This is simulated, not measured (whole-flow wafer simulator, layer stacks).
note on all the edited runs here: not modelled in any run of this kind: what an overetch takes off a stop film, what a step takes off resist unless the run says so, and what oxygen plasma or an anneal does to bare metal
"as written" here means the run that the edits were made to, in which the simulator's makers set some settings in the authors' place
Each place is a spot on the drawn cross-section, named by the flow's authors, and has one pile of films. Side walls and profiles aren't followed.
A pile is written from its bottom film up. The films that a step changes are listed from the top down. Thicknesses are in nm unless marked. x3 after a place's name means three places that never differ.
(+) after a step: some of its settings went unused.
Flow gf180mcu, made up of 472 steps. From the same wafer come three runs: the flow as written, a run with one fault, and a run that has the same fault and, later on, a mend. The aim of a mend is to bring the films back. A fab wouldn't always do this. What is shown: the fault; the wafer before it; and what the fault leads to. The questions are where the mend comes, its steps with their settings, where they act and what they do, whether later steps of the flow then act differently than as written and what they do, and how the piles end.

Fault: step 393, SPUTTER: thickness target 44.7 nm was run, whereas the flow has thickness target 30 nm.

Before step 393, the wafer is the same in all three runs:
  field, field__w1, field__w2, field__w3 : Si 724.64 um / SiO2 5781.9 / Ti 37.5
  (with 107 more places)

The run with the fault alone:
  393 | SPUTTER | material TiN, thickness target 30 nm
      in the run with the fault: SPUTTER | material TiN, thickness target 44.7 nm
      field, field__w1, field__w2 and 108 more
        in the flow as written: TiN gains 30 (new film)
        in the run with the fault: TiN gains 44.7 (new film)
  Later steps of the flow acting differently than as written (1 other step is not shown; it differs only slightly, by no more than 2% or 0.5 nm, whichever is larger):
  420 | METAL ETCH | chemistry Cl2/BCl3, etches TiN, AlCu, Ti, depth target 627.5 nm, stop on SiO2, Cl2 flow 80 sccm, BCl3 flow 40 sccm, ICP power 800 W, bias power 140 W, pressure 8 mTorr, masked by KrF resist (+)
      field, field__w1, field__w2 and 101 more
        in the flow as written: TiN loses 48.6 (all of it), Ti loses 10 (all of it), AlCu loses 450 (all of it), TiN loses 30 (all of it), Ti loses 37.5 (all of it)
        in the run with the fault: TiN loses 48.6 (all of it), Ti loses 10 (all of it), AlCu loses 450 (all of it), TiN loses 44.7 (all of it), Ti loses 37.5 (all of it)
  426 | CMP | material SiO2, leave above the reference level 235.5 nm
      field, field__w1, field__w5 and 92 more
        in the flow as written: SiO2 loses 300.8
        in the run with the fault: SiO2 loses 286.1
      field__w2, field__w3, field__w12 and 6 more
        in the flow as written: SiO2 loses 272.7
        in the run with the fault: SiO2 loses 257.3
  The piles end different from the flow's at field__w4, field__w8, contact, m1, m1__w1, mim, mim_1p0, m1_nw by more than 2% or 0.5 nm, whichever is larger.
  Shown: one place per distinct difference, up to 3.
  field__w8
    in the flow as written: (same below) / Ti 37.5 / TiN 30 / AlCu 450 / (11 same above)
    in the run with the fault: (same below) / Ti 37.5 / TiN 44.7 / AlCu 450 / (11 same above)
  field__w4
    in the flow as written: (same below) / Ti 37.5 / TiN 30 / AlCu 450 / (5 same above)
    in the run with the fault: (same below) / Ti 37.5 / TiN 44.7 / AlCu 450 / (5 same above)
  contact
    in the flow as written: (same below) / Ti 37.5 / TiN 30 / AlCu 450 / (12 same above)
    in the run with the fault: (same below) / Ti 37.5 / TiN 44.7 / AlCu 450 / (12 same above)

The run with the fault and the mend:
  The mend follows step 393.
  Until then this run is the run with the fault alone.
  393a | METAL ETCH | chemistry Cl2/BCl3, etches TiN, AlCu, Ti, depth target 14.7 nm, Cl2 flow 80 sccm, BCl3 flow 40 sccm, ICP power 800 W, bias power 140 W, pressure 8 mTorr (the flow's step 260, run once more with other settings)
      field, field__w1, field__w2 and 108 more
        TiN loses 14.7
  Every later step of the flow that is run acts as written at every place that is followed.
  At every place that both follow, the piles at the end match the flow's.
